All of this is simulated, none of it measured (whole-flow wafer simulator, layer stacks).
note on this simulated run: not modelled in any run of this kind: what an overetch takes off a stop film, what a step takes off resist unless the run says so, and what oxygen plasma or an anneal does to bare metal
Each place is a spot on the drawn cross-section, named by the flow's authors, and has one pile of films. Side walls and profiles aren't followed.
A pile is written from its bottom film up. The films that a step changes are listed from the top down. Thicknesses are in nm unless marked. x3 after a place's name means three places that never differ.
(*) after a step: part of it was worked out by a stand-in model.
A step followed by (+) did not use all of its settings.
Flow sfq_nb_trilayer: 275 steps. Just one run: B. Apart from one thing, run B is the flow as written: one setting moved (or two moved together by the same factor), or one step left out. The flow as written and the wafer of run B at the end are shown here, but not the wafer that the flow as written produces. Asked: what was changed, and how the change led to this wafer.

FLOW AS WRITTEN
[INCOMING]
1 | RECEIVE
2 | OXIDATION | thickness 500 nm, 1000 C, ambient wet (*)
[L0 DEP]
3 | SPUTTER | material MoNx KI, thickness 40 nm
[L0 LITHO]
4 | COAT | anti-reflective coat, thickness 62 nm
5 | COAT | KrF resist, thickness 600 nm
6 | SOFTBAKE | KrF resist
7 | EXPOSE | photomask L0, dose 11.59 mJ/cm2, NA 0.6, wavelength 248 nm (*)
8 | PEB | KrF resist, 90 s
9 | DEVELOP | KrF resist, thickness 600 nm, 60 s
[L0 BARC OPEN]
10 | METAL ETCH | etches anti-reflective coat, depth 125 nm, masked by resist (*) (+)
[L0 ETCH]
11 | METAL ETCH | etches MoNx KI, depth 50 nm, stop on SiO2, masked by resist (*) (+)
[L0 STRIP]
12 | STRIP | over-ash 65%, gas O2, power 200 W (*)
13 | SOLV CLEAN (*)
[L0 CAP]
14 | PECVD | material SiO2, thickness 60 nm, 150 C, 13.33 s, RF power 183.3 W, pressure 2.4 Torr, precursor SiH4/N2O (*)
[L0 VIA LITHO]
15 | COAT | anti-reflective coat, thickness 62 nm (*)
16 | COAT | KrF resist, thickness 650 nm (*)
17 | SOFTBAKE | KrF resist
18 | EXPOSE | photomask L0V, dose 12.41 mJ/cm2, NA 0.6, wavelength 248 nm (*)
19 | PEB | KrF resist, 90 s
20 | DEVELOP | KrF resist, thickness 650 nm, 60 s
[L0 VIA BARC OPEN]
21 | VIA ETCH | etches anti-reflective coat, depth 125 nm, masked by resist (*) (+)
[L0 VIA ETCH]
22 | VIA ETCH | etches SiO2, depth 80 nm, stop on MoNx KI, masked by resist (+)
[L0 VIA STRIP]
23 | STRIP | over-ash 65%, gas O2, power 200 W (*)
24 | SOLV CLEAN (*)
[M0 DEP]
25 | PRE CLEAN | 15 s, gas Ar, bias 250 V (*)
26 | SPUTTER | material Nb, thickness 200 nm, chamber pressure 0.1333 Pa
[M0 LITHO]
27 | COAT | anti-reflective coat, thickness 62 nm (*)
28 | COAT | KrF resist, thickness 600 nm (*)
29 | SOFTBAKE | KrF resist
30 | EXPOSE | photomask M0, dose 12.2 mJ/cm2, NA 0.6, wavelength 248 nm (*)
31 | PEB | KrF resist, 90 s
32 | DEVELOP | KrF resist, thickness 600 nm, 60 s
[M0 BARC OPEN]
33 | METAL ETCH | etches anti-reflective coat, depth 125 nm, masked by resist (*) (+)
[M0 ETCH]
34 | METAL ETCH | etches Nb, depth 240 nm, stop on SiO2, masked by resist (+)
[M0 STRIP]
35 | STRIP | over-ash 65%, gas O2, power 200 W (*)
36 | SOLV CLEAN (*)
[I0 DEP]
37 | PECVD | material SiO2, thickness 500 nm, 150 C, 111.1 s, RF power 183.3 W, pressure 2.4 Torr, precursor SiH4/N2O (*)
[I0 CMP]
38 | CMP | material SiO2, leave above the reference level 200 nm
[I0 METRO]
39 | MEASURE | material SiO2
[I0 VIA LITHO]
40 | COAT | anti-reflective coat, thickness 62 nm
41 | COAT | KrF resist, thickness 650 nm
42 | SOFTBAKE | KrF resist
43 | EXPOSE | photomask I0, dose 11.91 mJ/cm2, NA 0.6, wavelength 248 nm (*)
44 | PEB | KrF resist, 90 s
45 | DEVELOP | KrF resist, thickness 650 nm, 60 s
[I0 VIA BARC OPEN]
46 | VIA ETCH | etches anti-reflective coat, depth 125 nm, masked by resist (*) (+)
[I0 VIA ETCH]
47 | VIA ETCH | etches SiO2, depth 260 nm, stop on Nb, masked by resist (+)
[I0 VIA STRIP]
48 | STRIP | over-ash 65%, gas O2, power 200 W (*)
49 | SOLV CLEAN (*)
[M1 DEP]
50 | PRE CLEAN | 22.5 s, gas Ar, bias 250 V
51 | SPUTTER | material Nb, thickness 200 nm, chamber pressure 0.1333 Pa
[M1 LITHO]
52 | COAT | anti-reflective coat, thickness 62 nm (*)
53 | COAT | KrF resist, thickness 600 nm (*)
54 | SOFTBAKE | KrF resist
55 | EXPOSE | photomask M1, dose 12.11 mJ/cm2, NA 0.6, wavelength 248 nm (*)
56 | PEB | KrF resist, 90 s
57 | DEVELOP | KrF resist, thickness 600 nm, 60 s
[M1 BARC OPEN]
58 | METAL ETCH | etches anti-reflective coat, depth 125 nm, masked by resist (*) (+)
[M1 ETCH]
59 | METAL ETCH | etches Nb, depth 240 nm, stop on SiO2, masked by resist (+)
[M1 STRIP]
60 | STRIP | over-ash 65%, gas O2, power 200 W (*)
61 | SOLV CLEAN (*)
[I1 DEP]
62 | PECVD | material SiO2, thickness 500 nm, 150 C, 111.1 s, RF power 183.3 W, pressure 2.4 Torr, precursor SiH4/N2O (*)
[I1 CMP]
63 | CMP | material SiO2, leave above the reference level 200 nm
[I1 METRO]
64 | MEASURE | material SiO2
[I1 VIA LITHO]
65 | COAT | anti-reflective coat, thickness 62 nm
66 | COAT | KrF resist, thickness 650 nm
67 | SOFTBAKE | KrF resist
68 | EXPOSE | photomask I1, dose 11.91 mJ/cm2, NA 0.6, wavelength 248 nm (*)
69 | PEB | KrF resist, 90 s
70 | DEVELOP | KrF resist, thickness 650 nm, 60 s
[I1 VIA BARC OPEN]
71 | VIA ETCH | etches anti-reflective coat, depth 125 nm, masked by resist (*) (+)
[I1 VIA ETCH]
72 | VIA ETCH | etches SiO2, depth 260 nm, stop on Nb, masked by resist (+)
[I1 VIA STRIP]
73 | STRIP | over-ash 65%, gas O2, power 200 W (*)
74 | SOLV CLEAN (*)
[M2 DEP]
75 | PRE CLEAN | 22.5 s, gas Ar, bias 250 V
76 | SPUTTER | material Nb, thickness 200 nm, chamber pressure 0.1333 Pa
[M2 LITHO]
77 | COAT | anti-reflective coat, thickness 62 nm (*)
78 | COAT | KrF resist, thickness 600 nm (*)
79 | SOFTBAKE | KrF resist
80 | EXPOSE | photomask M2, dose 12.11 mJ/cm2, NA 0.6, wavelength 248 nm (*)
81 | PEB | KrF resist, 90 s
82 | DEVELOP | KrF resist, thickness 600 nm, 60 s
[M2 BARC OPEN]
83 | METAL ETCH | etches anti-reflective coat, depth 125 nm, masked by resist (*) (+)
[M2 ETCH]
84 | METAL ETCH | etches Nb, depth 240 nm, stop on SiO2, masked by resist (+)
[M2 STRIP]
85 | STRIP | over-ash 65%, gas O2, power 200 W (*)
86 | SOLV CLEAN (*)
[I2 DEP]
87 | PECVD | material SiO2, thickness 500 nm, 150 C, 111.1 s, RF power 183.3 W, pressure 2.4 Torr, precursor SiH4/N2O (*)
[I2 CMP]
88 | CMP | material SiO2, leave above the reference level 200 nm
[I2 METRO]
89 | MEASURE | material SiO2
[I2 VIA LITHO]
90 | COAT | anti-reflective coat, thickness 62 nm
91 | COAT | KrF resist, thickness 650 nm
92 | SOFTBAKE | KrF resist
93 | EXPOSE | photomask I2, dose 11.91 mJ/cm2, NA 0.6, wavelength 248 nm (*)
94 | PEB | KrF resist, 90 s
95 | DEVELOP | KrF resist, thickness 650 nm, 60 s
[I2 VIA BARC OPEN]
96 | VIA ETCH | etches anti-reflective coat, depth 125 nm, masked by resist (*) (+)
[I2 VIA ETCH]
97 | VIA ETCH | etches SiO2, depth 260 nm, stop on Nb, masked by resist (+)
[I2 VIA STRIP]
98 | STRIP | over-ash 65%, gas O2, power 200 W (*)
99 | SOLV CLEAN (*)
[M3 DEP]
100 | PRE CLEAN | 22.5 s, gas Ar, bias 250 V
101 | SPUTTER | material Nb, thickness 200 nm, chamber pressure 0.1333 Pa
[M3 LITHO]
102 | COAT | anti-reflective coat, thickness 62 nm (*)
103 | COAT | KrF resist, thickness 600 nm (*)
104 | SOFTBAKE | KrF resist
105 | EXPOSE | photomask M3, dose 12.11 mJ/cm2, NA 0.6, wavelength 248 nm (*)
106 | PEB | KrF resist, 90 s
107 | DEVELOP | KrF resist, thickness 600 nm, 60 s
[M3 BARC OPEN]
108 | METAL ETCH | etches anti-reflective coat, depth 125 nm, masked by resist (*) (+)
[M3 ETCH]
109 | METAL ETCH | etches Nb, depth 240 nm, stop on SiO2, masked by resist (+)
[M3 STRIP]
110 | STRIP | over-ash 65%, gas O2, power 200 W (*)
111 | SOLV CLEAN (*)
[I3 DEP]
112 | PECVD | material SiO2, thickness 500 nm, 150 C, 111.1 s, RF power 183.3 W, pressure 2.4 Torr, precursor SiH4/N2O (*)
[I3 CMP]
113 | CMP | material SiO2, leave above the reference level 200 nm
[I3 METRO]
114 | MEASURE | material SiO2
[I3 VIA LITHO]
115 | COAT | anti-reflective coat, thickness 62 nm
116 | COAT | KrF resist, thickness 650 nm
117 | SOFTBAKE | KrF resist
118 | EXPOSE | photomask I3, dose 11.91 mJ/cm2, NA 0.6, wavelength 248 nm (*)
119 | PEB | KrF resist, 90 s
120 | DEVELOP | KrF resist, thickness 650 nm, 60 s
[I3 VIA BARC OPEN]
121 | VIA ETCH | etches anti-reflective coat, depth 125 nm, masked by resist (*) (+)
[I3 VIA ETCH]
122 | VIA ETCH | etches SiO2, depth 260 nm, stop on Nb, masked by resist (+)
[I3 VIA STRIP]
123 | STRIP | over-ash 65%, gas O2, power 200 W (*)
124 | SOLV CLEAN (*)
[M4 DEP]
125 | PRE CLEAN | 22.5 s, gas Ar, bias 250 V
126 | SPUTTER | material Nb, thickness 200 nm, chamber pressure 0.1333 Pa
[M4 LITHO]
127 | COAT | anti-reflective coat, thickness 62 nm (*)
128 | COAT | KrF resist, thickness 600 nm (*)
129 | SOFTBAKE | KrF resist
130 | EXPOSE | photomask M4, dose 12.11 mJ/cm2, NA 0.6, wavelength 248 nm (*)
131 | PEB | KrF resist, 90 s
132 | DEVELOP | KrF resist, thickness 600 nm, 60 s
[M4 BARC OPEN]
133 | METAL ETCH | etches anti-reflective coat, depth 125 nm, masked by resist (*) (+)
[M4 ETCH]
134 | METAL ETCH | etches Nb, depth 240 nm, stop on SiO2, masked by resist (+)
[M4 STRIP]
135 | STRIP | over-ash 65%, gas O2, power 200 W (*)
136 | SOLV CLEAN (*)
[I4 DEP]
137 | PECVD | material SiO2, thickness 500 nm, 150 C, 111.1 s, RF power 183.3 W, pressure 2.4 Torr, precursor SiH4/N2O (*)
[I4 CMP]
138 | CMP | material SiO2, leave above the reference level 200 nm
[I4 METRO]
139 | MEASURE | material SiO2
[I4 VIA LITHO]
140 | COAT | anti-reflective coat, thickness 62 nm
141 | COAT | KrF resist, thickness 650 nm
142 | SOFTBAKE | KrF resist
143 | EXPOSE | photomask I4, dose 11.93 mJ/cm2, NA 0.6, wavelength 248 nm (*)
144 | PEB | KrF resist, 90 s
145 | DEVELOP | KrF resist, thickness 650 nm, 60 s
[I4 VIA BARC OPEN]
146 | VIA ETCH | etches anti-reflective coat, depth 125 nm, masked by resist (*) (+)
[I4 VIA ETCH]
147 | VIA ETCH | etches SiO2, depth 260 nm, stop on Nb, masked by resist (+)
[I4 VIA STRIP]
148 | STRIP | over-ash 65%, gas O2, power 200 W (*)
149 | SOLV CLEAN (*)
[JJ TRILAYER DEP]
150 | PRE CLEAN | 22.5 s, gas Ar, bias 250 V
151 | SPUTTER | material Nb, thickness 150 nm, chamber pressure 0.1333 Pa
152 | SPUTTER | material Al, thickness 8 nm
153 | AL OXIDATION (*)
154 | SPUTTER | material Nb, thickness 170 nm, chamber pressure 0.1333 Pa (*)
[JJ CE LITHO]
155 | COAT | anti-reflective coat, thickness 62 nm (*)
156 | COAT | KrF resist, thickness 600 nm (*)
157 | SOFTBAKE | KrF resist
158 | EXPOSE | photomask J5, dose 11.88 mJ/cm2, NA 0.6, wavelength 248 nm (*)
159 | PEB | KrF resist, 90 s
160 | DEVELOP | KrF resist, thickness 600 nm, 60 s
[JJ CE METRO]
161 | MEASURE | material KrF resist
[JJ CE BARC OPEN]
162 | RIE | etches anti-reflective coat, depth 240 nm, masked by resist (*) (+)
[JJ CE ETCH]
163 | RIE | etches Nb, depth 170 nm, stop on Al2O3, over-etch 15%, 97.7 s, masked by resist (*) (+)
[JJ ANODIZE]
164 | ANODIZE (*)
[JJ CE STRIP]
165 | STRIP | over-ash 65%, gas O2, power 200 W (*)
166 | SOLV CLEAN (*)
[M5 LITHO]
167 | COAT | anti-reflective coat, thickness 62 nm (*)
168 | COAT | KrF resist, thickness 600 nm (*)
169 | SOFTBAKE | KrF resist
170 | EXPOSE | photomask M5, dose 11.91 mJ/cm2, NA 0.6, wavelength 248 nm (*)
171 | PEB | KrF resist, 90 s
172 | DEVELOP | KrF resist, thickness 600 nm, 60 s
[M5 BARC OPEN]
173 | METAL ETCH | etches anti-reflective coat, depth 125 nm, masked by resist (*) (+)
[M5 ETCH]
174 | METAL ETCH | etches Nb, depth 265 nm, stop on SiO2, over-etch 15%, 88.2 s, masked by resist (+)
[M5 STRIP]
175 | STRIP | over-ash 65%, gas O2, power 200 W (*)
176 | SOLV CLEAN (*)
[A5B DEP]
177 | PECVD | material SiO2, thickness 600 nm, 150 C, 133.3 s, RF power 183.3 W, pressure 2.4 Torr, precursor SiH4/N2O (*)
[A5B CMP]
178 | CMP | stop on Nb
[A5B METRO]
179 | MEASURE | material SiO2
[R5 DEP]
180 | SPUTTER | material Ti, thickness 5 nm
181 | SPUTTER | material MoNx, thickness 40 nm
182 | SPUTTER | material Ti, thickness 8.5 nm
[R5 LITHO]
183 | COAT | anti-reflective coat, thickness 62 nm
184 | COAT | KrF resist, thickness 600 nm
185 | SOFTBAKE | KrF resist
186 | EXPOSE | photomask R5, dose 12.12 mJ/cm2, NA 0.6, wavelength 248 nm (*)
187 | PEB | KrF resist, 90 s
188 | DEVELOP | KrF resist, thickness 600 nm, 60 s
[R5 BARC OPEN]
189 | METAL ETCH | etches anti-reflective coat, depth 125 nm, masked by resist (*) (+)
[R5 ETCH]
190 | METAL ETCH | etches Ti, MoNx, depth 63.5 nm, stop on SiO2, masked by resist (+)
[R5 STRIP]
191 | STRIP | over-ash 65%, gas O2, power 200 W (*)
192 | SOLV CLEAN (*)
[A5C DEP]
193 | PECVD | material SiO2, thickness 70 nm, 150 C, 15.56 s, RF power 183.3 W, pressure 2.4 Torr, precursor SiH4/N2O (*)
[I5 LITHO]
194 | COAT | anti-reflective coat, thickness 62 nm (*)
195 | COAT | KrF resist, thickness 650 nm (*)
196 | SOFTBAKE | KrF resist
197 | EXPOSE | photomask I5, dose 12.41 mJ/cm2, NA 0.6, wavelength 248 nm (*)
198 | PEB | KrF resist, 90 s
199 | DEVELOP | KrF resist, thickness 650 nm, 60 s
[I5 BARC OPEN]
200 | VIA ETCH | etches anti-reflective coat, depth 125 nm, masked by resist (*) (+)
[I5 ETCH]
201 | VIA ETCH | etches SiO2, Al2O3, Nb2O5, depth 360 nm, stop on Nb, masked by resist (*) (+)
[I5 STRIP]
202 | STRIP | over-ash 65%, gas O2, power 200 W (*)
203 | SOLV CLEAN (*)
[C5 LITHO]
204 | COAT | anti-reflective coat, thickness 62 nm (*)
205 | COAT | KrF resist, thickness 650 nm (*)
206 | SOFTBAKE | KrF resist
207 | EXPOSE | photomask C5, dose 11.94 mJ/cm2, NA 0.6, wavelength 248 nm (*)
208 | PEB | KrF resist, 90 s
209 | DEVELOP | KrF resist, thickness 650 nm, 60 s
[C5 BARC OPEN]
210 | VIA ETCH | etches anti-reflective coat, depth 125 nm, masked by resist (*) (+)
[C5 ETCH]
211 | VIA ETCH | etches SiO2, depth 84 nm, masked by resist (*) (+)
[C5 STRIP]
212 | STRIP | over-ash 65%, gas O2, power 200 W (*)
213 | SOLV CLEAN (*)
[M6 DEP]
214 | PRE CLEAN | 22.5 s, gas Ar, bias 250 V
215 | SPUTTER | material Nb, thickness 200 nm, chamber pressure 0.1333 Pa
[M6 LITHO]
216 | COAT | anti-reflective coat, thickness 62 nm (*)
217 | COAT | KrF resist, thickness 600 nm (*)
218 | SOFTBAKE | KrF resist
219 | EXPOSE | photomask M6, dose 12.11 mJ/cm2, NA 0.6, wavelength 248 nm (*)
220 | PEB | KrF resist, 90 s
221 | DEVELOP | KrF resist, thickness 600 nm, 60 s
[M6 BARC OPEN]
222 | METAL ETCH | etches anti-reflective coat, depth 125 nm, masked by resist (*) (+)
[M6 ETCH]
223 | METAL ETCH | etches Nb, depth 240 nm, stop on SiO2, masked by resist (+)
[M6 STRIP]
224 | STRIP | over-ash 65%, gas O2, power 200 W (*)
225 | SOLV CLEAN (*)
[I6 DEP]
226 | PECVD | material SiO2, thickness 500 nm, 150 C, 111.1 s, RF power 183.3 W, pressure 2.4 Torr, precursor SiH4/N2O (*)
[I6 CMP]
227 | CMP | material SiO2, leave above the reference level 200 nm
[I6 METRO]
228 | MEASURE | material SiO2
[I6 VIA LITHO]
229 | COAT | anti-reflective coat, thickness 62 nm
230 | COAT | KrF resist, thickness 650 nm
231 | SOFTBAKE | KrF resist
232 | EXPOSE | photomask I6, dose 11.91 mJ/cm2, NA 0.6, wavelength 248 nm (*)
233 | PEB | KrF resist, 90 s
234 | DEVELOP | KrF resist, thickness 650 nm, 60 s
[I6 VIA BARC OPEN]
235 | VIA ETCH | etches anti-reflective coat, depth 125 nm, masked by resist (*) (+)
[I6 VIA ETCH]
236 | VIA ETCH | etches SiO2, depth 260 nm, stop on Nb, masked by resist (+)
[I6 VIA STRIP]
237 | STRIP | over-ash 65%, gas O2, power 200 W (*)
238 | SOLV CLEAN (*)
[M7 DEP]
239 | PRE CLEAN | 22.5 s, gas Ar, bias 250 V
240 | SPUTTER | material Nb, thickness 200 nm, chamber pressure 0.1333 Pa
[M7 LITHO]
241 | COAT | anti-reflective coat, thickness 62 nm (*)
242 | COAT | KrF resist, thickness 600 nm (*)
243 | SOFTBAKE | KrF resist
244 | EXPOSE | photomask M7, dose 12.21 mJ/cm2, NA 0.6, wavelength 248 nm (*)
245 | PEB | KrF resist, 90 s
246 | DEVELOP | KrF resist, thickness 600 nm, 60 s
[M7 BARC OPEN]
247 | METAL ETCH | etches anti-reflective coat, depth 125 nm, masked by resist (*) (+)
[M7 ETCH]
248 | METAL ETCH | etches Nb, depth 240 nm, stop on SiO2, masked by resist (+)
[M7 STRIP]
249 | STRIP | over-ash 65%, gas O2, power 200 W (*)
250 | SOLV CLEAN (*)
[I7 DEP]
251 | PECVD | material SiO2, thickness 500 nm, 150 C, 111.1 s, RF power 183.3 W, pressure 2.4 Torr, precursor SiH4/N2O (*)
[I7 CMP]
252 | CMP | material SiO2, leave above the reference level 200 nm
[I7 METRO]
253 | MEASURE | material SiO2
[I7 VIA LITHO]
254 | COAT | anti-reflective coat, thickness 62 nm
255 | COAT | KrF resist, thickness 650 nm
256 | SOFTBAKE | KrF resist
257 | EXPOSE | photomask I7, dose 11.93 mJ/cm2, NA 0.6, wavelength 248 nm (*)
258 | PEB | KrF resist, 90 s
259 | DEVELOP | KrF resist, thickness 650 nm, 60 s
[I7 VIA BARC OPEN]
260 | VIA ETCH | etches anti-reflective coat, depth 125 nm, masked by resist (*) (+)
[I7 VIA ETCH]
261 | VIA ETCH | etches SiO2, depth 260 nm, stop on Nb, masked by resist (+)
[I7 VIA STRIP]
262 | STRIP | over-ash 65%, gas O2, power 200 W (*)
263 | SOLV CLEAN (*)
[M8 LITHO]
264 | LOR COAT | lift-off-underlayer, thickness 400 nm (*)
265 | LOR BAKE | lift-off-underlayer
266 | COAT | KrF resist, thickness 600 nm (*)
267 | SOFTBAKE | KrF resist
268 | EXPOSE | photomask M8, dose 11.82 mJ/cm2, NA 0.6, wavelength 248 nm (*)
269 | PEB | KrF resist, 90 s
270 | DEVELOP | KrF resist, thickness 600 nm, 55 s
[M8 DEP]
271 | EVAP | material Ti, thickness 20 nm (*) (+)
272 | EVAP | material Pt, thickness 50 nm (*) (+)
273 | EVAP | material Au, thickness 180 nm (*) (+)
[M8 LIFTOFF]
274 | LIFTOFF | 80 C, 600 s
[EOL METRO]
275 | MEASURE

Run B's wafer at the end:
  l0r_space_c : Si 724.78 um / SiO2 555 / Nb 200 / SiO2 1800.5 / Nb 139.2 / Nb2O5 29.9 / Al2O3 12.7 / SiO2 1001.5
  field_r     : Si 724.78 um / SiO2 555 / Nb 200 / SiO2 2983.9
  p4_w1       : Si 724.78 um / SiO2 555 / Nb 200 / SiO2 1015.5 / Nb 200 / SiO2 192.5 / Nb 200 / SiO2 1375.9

What caused this: step 51, SPUTTER: thickness 238 nm was run, while the flow as written has thickness 200 nm.

The path from the change to this, step by step:
  51 | SPUTTER | material Nb, thickness 200 nm, chamber pressure 0.1333 Pa
      field_l, v_sur, via_wl and 102 more: +238 Nb (new film) (in the flow as written it would be: +200 Nb (new film))
      via_w: +208.1 Nb (in the flow as written it would be: +174.5 Nb)
  52 | COAT | anti-reflective coat, thickness 62 nm (*)
      via_wl: +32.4 anti-reflective coat (new film) (in the flow as written it would be: +33.8 anti-reflective coat (new film))
      via_wr: +33.6 anti-reflective coat (new film) (in the flow as written it would be: +34.9 anti-reflective coat (new film))
  59 | METAL ETCH | etches Nb, depth 240 nm, stop on SiO2, masked by resist (+)
      field_l, be, be_sur and 79 more: -238 Nb (all of it) (in the flow as written it would be: -200 Nb (all of it))
  60 | STRIP | over-ash 65%, gas O2, power 200 W (*)
      via_wl: -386 KrF resist (all of it), -32.4 anti-reflective coat (all of it) (in the flow as written it would be: -385.5 KrF resist (all of it), -33.8 anti-reflective coat (all of it))
      via_wr: -384.9 KrF resist (all of it), -33.6 anti-reflective coat (all of it) (in the flow as written it would be: -384.4 KrF resist (all of it), -34.9 anti-reflective coat (all of it))
  62 | PECVD | material SiO2, thickness 500 nm, 150 C, 111.1 s, RF power 183.3 W, pressure 2.4 Torr, precursor SiH4/N2O (*)
      wl_d_sl, wl_d_sr: +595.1 SiO2 (in the flow as written it would be: +557.1 SiO2)
      via_w: +585.9 SiO2 (new film) (in the flow as written it would be: +606 SiO2 (new film))
  63 | CMP | material SiO2, leave above the reference level 200 nm
      field_l, be, be_sur and 72 more: -62 SiO2 (in the flow as written it would be: -100 SiO2)
      lsp_m, ln_m6, lsp_r, l0_sur, l0v: -55.9 SiO2 (in the flow as written it would be: -94.9 SiO2)
      (also at 1 further place)
